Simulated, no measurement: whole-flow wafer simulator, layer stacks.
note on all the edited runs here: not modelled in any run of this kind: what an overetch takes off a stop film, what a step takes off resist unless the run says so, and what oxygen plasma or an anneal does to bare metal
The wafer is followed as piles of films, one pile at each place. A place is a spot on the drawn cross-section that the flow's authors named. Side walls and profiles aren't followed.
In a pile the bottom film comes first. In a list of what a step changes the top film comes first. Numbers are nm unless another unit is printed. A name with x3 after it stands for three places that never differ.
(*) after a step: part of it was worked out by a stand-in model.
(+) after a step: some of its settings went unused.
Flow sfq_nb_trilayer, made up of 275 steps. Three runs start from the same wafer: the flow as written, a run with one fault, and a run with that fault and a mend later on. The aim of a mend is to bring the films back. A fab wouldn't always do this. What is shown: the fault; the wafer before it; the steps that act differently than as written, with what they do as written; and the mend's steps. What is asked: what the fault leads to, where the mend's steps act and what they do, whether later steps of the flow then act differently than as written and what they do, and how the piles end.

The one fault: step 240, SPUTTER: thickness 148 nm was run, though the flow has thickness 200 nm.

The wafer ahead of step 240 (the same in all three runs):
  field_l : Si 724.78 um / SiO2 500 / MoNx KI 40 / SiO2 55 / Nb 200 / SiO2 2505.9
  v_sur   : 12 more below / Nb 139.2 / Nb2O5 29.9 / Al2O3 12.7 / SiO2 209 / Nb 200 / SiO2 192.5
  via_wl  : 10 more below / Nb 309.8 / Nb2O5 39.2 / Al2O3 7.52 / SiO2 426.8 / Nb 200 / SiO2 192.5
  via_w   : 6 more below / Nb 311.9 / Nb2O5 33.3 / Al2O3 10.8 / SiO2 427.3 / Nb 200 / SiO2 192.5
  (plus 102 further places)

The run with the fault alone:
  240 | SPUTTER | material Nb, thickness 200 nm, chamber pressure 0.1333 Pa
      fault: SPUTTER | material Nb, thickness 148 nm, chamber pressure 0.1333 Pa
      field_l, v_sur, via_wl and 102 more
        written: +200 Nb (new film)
        fault: +148 Nb (new film)
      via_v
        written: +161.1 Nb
        fault: +119.1 Nb
  Steps later in the flow that act otherwise than as written (3 more steps, not shown, differ only slightly: by at most 2% or 0.5 nm, whichever is larger):
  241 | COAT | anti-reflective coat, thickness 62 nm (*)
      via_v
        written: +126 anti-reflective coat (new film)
        fault: +123 anti-reflective coat (new film)
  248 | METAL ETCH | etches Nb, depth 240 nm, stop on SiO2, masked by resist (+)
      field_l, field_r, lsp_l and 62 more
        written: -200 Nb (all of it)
        fault: -148 Nb (all of it)
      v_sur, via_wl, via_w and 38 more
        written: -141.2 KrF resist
        fault: -130.6 KrF resist
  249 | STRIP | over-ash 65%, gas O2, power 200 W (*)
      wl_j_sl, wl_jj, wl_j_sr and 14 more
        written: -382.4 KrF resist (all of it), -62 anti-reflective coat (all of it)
        fault: -393 KrF resist (all of it), -62 anti-reflective coat (all of it)
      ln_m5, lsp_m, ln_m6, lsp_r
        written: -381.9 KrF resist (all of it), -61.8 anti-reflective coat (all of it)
        fault: -392.5 KrF resist (all of it), -61.8 anti-reflective coat (all of it)
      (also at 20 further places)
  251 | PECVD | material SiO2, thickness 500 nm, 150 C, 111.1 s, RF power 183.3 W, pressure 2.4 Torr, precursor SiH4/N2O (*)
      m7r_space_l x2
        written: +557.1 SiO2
        fault: +505.1 SiO2
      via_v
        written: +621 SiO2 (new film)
        fault: +605.5 SiO2 (new film)
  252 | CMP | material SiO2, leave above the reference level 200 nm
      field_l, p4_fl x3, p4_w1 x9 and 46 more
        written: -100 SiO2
        fault: -152 SiO2
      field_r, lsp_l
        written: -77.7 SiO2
        fault: -135.5 SiO2
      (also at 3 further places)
  The piles end different from the flow's at v_sur, via_wl, via_w and 87 more by more than 2% or 0.5 nm, whichever is larger.
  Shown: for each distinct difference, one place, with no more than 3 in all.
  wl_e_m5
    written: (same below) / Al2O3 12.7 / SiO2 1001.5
    fault: (same below) / Al2O3 12.7 / SiO2 949.5
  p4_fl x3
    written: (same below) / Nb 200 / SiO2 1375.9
    fault: (same below) / Nb 200 / SiO2 1323.9
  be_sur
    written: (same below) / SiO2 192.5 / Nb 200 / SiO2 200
    fault: (same below) / SiO2 192.5 / Nb 148 / SiO2 200

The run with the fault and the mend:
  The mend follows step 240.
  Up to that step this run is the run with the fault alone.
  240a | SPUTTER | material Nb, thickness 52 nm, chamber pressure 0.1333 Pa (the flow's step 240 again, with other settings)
      field_l, v_sur, via_wl and 102 more
        +52 Nb
      via_v
        +38.6 Nb
  Later steps of the flow that are run all act as written at every place that is followed, up to a difference of at most 2% or 0.5 nm, whichever is larger.
  The piles end only slightly different from the flow's at the places that both follow, by no more than 2% or 0.5 nm, whichever is larger.
